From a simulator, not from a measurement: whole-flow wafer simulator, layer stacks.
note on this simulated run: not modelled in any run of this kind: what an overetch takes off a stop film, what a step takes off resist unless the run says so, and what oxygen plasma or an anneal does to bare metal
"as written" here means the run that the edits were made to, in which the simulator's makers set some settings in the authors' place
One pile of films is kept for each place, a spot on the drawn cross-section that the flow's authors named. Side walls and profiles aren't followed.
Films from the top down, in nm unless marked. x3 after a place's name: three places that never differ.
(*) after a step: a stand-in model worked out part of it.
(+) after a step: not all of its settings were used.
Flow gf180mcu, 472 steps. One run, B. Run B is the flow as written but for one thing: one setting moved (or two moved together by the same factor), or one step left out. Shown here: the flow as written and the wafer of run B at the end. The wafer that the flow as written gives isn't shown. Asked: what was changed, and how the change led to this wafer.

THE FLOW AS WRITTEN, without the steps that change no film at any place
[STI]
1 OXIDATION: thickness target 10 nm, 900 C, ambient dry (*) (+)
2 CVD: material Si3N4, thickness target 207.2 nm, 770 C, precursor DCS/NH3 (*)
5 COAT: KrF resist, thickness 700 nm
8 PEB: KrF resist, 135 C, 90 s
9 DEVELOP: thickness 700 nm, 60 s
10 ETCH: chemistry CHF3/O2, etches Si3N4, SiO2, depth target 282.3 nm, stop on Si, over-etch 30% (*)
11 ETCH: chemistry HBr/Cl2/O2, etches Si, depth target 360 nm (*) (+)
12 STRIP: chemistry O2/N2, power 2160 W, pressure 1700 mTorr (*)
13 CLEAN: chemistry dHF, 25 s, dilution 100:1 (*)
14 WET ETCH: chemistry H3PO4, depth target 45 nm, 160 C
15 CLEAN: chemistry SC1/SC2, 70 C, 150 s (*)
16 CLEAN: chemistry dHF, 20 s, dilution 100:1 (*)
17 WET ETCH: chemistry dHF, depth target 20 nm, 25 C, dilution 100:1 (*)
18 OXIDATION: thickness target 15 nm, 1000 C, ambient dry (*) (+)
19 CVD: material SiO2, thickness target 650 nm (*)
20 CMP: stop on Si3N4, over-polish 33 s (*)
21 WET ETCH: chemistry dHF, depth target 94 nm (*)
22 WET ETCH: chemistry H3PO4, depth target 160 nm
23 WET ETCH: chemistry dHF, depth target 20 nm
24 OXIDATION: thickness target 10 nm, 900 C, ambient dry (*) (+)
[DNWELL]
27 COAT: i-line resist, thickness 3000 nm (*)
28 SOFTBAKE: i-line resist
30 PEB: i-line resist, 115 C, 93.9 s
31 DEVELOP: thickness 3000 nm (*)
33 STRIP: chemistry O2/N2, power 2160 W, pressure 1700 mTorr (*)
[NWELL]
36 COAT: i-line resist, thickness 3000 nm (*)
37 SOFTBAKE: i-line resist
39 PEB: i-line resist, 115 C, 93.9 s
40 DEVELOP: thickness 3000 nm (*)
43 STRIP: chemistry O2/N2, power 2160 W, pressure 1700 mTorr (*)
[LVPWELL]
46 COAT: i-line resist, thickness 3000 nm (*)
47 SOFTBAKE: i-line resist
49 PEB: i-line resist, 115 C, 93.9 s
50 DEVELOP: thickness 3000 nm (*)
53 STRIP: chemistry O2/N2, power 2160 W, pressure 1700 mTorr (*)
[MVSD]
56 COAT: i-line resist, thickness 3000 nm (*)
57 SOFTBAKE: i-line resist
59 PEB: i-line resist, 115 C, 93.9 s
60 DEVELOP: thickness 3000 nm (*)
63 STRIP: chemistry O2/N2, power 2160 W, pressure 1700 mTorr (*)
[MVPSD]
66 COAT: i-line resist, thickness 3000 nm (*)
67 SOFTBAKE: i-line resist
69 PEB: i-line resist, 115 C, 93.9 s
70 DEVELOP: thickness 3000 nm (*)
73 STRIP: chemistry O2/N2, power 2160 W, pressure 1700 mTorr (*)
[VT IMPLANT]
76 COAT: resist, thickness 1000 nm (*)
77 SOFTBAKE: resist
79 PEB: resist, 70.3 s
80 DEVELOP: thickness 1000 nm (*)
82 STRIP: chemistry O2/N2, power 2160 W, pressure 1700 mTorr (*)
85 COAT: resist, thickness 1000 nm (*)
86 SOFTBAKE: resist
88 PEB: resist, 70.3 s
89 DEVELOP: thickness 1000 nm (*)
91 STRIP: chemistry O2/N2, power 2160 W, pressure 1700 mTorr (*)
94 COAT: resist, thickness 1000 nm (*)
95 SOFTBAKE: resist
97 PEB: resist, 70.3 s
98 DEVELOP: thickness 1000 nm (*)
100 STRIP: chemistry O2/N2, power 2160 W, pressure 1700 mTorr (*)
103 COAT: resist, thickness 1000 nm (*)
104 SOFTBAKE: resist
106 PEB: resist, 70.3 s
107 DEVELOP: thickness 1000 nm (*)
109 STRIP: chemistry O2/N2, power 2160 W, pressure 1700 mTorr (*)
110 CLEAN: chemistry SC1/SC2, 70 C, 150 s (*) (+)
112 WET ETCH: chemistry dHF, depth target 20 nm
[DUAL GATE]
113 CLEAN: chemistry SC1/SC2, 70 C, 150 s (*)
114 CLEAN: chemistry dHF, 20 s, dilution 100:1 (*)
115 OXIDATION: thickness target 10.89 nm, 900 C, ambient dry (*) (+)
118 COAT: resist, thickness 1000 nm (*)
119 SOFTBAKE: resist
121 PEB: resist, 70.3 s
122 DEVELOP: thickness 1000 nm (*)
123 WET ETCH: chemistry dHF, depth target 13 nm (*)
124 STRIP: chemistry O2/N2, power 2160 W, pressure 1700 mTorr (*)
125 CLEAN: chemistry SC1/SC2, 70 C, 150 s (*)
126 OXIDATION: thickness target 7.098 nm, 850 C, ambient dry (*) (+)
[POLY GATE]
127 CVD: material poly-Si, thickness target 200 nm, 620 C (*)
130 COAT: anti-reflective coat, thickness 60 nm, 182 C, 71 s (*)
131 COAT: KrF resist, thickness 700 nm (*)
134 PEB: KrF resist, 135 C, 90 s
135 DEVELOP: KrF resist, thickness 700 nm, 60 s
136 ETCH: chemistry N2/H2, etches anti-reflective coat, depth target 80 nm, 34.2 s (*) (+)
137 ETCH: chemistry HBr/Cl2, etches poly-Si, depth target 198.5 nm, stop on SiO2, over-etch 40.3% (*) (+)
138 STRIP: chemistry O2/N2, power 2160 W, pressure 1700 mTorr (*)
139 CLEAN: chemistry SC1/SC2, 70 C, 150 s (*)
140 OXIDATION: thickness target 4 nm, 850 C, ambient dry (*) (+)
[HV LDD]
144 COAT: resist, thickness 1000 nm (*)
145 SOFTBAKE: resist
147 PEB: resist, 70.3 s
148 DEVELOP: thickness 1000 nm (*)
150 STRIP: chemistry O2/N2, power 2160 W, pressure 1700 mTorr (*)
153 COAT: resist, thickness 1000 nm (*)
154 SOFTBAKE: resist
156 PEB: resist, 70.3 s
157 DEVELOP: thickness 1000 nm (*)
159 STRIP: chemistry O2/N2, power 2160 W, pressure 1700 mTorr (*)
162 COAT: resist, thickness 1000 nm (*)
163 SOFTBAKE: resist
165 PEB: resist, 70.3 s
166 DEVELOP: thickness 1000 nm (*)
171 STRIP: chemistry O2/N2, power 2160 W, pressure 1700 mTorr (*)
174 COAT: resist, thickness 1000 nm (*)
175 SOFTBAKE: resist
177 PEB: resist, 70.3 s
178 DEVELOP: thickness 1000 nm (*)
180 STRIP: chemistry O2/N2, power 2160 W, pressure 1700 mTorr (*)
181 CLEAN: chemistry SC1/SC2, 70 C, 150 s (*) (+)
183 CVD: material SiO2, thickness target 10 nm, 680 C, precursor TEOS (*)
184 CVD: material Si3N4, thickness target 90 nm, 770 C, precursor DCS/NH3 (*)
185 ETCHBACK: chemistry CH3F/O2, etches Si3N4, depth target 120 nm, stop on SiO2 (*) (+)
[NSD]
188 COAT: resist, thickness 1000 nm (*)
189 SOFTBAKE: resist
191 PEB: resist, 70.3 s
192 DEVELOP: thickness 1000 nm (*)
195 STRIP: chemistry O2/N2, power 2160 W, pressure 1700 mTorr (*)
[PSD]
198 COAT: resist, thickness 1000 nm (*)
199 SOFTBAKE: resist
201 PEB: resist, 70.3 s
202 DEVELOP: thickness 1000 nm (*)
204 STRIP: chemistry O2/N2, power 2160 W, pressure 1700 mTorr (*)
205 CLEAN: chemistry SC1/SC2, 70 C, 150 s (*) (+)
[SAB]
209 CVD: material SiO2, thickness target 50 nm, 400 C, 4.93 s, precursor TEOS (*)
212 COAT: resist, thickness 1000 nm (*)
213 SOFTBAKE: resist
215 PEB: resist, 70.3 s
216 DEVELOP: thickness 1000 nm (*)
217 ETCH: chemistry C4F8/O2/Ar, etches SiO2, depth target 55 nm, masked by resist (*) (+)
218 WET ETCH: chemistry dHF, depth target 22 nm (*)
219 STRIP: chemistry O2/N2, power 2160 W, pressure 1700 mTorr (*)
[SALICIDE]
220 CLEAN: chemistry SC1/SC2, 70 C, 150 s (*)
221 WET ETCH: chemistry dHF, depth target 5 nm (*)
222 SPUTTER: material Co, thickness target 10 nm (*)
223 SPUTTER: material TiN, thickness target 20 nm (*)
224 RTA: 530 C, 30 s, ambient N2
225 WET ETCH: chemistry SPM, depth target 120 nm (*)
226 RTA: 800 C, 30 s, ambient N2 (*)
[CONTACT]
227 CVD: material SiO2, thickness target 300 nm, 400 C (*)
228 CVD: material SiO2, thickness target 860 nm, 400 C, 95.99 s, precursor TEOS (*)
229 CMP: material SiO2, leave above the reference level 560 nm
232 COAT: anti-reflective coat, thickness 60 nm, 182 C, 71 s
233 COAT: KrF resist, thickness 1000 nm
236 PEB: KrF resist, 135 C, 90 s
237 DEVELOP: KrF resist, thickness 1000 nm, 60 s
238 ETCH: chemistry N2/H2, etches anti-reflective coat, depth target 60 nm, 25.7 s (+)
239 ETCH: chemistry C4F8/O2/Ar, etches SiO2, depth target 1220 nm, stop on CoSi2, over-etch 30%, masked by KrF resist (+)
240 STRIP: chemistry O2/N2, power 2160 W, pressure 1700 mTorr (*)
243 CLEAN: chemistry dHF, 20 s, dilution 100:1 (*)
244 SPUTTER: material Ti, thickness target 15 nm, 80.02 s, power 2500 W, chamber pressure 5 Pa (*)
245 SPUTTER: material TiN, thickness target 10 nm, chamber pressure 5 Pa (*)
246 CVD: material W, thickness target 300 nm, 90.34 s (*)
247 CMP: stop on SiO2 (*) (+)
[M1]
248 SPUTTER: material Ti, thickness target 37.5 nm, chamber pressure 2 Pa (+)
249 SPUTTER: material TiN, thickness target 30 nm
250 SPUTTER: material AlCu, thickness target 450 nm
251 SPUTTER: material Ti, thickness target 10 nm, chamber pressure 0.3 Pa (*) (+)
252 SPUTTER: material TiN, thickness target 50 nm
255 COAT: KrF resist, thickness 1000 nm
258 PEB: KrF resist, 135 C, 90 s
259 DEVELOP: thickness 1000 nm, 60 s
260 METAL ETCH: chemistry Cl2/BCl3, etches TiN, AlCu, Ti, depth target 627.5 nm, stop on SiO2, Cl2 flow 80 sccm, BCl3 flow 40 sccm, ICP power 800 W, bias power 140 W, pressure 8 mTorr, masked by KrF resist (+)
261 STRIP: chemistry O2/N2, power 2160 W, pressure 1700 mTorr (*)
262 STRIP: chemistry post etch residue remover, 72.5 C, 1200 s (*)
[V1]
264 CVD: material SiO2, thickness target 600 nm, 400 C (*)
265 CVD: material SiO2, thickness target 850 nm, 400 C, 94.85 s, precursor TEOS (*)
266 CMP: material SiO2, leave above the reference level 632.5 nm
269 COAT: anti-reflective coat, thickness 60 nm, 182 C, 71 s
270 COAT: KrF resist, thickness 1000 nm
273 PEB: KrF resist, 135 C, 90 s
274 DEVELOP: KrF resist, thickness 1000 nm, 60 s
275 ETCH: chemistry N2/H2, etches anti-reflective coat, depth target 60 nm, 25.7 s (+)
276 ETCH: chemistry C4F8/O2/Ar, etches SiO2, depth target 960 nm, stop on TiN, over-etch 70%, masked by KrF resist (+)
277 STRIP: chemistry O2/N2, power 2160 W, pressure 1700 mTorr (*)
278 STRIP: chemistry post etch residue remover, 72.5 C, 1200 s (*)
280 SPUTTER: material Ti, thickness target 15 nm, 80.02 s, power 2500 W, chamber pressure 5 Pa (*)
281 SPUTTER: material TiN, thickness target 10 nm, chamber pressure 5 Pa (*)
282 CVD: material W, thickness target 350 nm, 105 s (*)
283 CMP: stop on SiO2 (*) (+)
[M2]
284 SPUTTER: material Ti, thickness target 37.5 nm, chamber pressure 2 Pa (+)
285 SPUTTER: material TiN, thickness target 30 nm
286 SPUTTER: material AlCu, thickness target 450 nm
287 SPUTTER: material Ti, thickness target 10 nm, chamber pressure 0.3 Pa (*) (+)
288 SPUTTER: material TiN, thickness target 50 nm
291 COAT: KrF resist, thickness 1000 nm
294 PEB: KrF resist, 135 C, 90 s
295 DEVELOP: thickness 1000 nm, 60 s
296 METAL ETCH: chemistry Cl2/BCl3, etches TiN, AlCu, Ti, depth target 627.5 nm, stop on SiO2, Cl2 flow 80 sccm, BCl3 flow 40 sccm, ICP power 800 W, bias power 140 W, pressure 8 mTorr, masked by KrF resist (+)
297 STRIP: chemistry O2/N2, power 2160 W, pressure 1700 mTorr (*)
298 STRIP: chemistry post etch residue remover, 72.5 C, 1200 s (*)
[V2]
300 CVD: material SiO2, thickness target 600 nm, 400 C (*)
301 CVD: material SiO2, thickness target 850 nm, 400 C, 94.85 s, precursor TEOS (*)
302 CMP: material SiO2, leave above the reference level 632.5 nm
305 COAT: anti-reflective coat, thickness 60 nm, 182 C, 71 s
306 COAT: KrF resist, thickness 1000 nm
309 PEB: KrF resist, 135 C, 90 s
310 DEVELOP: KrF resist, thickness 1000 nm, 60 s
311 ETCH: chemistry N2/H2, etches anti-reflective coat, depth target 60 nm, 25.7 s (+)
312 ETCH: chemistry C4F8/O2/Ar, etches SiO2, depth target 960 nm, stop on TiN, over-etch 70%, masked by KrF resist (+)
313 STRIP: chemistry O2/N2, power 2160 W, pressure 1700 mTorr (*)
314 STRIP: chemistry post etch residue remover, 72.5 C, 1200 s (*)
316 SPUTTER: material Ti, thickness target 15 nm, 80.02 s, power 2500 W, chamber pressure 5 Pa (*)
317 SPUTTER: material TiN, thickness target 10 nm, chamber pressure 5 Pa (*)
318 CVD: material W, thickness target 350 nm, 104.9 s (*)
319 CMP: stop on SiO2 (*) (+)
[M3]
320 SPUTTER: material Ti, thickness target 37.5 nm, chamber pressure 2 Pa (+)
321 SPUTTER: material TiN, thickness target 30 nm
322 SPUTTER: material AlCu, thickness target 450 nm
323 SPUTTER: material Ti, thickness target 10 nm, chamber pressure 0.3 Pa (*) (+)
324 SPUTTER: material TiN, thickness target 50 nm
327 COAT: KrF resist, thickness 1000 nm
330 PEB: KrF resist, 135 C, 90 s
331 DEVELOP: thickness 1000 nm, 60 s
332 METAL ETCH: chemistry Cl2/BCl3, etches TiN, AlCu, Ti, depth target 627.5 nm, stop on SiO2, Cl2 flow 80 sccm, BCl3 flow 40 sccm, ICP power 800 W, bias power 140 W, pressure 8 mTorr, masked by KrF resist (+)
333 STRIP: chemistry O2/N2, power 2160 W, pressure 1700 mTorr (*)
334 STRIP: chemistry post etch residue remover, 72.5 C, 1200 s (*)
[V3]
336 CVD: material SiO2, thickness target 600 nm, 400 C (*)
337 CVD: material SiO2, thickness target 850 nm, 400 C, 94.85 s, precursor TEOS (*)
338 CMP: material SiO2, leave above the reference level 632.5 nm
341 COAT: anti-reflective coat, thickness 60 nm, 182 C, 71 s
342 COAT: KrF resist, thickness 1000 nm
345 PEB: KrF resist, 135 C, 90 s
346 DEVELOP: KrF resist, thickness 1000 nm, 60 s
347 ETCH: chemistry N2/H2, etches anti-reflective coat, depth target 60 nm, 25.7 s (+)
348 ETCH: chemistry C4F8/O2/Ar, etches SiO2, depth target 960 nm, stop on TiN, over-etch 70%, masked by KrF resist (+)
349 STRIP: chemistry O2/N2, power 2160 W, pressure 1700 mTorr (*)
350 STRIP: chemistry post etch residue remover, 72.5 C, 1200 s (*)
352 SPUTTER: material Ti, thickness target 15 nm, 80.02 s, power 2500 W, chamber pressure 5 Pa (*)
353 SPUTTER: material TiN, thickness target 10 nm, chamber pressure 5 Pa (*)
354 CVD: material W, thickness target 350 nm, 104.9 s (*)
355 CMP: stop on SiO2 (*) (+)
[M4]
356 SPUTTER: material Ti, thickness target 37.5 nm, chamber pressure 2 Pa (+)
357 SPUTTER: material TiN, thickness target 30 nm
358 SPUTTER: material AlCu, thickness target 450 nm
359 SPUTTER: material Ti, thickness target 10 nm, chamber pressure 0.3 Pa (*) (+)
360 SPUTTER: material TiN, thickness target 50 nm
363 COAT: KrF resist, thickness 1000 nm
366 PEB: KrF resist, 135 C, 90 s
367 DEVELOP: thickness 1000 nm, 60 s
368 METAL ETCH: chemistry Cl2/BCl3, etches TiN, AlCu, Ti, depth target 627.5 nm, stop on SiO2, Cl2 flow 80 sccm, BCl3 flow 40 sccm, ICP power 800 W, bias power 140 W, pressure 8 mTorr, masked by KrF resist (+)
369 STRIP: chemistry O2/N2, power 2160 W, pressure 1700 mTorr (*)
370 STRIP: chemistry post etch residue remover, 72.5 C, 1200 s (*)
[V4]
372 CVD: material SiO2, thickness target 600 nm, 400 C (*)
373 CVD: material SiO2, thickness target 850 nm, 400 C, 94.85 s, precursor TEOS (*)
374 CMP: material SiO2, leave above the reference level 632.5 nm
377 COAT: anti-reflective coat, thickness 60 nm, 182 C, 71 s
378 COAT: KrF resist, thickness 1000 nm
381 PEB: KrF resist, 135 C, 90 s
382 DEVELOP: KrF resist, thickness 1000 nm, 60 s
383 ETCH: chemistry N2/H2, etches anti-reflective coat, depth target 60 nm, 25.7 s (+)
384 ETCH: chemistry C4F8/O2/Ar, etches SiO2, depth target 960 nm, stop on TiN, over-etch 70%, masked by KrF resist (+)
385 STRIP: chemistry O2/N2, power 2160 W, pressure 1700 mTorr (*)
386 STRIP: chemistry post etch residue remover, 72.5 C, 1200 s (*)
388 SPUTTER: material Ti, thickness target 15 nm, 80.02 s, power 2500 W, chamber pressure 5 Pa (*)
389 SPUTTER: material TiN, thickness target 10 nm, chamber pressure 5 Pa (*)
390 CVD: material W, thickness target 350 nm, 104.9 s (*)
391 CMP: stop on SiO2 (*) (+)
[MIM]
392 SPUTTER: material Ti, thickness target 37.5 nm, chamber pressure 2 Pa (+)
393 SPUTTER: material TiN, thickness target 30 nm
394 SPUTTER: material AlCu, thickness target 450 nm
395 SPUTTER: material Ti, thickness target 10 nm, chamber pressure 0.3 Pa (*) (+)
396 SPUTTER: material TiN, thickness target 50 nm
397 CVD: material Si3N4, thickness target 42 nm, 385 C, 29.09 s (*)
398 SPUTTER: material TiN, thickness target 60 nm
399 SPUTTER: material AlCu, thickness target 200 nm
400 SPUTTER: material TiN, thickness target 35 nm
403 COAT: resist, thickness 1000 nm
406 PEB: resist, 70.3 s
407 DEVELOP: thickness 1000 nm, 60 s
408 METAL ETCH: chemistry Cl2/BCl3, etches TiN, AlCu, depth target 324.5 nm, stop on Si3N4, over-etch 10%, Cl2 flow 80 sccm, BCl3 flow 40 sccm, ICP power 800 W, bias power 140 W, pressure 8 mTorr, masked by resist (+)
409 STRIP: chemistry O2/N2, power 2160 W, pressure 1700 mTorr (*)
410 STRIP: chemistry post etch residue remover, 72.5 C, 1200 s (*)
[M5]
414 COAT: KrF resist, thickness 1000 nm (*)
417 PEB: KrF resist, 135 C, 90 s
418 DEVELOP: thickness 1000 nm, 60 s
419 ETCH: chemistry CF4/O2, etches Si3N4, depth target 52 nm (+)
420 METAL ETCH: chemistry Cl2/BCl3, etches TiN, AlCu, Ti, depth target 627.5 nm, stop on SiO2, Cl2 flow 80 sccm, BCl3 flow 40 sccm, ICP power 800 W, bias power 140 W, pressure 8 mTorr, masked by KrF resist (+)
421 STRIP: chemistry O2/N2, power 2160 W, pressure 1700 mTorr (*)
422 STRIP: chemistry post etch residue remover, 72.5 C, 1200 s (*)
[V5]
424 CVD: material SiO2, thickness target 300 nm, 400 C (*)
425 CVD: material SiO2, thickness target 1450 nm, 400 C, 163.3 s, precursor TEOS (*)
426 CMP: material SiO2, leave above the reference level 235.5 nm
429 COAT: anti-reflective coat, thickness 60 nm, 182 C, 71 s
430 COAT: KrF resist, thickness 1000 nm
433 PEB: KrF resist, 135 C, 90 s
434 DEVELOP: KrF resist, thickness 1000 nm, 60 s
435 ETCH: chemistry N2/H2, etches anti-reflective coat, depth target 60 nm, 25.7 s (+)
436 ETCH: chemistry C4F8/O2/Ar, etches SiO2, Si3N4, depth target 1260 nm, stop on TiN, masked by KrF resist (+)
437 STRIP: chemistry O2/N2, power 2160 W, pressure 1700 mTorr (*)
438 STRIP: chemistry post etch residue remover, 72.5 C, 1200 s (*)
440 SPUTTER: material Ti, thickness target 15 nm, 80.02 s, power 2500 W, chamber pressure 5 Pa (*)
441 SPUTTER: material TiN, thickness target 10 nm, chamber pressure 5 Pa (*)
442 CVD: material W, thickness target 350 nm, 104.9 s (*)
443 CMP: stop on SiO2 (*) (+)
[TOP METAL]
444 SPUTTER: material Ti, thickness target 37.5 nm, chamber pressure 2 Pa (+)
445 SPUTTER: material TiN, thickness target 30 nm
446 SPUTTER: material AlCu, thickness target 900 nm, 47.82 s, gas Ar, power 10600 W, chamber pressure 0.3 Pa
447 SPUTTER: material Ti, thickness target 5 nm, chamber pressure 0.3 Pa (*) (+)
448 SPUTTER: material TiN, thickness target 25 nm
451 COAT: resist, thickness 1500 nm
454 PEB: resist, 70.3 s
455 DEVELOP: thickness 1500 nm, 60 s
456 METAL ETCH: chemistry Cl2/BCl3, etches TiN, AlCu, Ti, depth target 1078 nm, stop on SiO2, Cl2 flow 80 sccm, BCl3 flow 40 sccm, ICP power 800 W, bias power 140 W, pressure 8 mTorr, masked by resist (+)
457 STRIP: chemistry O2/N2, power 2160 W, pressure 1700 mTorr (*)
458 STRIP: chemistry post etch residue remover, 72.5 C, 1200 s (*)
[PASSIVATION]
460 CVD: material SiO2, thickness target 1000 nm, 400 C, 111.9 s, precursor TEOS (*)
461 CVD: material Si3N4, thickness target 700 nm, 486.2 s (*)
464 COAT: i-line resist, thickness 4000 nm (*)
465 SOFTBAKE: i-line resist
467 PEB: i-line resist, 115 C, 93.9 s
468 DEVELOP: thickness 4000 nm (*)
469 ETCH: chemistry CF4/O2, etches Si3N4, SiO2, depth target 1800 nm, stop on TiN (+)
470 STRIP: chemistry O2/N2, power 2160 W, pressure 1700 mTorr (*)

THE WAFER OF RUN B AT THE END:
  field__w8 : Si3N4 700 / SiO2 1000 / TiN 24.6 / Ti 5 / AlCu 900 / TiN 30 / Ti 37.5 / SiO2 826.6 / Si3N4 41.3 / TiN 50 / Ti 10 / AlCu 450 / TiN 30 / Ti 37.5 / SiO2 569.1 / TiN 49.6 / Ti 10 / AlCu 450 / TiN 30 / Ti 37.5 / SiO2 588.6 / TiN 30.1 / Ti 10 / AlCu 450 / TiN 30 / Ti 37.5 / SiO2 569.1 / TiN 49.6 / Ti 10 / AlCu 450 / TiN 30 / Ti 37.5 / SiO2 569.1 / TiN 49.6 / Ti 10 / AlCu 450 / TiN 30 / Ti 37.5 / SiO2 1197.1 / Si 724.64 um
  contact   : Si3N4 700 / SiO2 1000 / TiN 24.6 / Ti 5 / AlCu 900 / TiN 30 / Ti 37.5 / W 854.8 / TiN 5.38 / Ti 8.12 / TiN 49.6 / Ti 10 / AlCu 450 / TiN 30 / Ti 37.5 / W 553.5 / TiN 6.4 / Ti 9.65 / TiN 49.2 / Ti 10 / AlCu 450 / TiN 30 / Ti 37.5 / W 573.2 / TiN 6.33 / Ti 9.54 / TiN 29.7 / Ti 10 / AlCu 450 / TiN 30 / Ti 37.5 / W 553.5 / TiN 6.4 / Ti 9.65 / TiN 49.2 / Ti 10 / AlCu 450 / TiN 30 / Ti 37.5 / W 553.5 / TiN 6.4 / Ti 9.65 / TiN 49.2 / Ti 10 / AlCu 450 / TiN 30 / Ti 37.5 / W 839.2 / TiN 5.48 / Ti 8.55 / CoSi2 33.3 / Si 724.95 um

The cause: step 324, SPUTTER: thickness target 30.5 nm was run, where the flow has thickness target 50 nm.

How the change led to this, step by step:
  324 SPUTTER: material TiN, thickness target 50 nm
      field, field__w1, field__w2 and 108 more: TiN +30.5 (new film) (as written it would be: TiN +50 (new film))
  332 METAL ETCH: chemistry Cl2/BCl3, etches TiN, AlCu, Ti, depth target 627.5 nm, stop on SiO2, Cl2 flow 80 sccm, BCl3 flow 40 sccm, ICP power 800 W, bias power 140 W, pressure 8 mTorr, masked by KrF resist (+)
      field, field__w1, field__w2 and 103 more: TiN -30.5 (all of it), Ti -10 (all of it), AlCu -450 (all of it), TiN -30 (all of it), Ti -37.5 (all of it) (as written it would be: TiN -50 (all of it), Ti -10 (all of it), AlCu -450 (all of it), TiN -30 (all of it), Ti -37.5 (all of it))
  338 CMP: material SiO2, leave above the reference level 632.5 nm
      field__w8, contact, m1, m1__w1, m1_nw: SiO2 -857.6 (as written it would be: SiO2 -877.1)
  348 ETCH: chemistry C4F8/O2/Ar, etches SiO2, depth target 960 nm, stop on TiN, over-etch 70%, masked by KrF resist (+)
      contact: SiO2 -592 (all of it) (as written it would be: SiO2 -572.5 (all of it))
  354 CVD: material W, thickness target 350 nm, 104.9 s (*)
      contact: W +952 (new film) (as written it would be: W +932.3 (new film))
